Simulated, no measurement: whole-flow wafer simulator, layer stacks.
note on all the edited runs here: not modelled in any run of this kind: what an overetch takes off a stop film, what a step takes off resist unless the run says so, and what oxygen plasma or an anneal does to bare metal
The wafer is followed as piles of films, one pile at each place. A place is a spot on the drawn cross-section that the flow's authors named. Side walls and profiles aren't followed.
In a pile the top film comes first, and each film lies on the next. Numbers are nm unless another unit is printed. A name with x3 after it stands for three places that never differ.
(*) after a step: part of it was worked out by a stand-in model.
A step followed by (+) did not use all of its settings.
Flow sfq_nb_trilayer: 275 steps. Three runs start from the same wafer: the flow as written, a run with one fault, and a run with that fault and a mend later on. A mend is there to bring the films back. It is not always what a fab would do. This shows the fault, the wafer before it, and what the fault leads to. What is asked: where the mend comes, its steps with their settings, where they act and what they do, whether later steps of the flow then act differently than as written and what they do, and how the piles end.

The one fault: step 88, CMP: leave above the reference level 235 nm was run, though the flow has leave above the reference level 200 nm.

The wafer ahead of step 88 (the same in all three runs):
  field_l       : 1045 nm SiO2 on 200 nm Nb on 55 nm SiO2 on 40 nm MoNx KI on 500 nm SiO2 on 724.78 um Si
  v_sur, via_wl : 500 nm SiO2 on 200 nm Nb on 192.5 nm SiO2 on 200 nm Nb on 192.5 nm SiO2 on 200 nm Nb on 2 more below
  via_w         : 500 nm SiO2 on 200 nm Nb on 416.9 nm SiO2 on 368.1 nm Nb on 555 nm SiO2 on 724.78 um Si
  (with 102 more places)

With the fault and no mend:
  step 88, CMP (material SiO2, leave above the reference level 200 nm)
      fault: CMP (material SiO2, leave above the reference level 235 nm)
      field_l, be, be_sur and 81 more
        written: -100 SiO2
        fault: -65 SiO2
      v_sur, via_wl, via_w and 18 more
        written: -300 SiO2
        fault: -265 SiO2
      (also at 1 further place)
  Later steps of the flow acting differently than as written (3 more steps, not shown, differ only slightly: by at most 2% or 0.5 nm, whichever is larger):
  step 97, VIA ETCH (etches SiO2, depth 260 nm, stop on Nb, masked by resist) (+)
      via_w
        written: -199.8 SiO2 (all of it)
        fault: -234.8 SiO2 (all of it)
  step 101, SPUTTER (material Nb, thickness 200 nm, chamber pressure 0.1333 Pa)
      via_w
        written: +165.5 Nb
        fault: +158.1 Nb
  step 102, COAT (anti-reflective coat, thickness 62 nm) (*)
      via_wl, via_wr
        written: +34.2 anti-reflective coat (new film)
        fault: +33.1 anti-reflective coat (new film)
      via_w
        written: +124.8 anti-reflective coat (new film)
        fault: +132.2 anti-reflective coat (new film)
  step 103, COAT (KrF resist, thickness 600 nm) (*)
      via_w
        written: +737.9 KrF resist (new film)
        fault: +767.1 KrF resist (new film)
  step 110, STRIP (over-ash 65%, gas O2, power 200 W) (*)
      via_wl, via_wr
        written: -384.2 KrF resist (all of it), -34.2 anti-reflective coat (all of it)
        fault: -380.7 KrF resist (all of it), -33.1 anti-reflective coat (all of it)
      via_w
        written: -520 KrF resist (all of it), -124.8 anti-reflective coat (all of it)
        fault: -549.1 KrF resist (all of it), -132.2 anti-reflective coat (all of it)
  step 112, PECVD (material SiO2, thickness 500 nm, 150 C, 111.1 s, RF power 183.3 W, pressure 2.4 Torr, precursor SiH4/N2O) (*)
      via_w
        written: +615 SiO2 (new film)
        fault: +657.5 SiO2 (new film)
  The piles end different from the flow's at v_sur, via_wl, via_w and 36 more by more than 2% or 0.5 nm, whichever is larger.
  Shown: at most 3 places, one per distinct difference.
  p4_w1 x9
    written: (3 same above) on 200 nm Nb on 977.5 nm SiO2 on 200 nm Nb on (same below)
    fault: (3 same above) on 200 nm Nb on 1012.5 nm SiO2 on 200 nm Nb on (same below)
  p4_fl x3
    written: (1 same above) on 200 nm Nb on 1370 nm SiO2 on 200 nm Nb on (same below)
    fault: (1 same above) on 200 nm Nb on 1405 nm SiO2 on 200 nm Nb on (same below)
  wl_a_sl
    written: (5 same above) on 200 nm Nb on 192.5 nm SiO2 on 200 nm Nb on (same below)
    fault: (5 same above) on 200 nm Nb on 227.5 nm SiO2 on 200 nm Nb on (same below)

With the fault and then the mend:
  The mend stands after step 95.
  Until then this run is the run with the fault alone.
  step 95a, STRIP (over-ash 65%, gas O2, power 200 W) (*)
      field_l, v_sur, via_wl and 102 more
        -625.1 KrF resist (all of it), -62 anti-reflective coat (all of it)
      via_w
        -62 anti-reflective coat (all of it)
  step 95b, CMP (material SiO2, leave above the reference level 200 nm) (the flow's step 88, run once more)
      field_l, v_sur, via_wl and 103 more
        -35 SiO2
  step 95c, COAT (anti-reflective coat, thickness 62 nm) (the flow's step 90, run once more)
      field_l, v_sur, via_wl and 103 more
        +62 anti-reflective coat (new film)
  step 95d, COAT (KrF resist, thickness 650 nm) (the flow's step 91, run once more)
      field_l, v_sur, via_wl and 103 more
        +650 KrF resist (new film)
  step 95e, SOFTBAKE (KrF resist) (the flow's step 92, run once more)
      alters no film at any place that is followed
  step 95f, EXPOSE (photomask I2, dose 11.91 mJ/cm2, NA 0.6, wavelength 248 nm) (*) (the flow's step 93, run once more)
      alters no film at any place that is followed
  step 95g, PEB (KrF resist, 90 s) (the flow's step 94, run once more)
      field_l, v_sur, via_wl and 103 more
        -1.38 KrF resist
  step 95h, DEVELOP (KrF resist, thickness 650 nm, 60 s) (the flow's step 95, run once more)
      field_l, v_sur, via_wl and 102 more
        -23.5 KrF resist
      via_w
        -648.6 KrF resist (all of it)
  Later steps of the flow that are run all act as written at every place that is followed.
  By the end, the piles equal the flow's at every place that both follow.
